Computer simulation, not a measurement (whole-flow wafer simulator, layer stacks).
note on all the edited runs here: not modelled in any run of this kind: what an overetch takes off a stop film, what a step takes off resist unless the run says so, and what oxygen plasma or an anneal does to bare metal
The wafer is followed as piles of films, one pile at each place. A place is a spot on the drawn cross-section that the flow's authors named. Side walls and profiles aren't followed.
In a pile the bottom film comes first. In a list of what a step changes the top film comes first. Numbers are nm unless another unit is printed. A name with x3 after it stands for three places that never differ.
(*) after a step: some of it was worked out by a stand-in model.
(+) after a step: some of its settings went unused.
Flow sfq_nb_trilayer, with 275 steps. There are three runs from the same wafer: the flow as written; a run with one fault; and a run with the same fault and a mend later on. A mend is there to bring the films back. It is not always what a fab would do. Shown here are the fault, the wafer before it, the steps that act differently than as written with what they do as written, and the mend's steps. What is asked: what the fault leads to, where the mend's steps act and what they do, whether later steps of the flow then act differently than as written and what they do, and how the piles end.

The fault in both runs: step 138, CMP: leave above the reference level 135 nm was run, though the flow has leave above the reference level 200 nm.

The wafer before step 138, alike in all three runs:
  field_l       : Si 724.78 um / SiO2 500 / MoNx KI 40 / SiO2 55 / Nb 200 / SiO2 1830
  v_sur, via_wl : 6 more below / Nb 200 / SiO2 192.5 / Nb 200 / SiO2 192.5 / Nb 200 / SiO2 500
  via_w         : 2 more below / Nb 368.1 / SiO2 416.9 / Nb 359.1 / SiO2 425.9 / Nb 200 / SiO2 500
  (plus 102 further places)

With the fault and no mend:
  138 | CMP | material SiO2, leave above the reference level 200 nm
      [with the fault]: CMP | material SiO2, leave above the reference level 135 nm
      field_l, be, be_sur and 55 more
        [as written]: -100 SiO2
        [with the fault]: -165 SiO2
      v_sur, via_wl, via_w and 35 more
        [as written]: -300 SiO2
        [with the fault]: -365 SiO2
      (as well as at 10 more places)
  Later steps of the flow acting differently than as written (not shown: 5 more steps that differ only slightly, by at most 2% or 0.5 nm, whichever is larger):
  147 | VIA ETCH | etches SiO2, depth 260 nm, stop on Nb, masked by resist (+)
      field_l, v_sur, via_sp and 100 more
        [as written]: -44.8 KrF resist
        [with the fault]: -34.9 KrF resist
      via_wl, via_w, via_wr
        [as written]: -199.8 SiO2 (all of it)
        [with the fault]: -134.8 SiO2 (all of it)
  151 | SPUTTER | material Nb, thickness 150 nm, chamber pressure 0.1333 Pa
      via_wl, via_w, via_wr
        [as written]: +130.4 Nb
        [with the fault]: +138 Nb
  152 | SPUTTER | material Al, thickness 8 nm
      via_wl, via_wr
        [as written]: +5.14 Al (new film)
        [with the fault]: +5.93 Al (new film)
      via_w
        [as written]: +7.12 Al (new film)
        [with the fault]: +7.75 Al (new film)
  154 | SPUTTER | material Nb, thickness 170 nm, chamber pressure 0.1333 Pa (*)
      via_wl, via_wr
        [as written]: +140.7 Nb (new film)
        [with the fault]: +121.5 Nb (new film)
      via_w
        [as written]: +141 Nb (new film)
        [with the fault]: +164.9 Nb (new film)
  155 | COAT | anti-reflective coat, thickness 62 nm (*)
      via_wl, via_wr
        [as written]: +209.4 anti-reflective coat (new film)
        [with the fault]: +194.4 anti-reflective coat (new film)
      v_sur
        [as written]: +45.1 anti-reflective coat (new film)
        [with the fault]: +48.2 anti-reflective coat (new film)
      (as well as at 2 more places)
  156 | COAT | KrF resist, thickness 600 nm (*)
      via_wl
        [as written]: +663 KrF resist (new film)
        [with the fault]: +639.9 KrF resist (new film)
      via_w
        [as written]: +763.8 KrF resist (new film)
        [with the fault]: +691.3 KrF resist (new film)
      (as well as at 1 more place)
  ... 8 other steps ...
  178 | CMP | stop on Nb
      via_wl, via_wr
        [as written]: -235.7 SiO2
        [with the fault]: -308.1 SiO2
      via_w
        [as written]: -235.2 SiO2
        [with the fault]: -307.6 SiO2
  By the end, the piles at field_l, v_sur, via_wl and 102 more depart from the flow's by more than 2% or 0.5 nm, whichever is larger.
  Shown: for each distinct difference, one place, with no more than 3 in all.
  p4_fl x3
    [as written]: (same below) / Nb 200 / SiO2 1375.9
    [with the fault]: (same below) / Nb 200 / SiO2 1310.9
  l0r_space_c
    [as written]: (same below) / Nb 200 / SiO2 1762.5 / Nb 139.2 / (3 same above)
    [with the fault]: (same below) / Nb 200 / SiO2 1697.5 / Nb 139.2 / (3 same above)
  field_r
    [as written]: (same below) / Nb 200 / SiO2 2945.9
    [with the fault]: (same below) / Nb 200 / SiO2 2880.9

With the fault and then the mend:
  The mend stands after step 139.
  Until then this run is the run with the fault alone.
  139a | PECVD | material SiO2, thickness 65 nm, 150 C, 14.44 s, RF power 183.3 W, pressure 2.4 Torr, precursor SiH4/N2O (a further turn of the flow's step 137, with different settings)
      field_l, v_sur, via_wl and 103 more
        +65 SiO2
  Later steps of the flow that are run all act as written at every place that is followed, up to a difference of at most 2% or 0.5 nm, whichever is larger.
  At the end the piles are close to the flow's at the places that both follow, differing by at most 2% or 0.5 nm, whichever is larger.
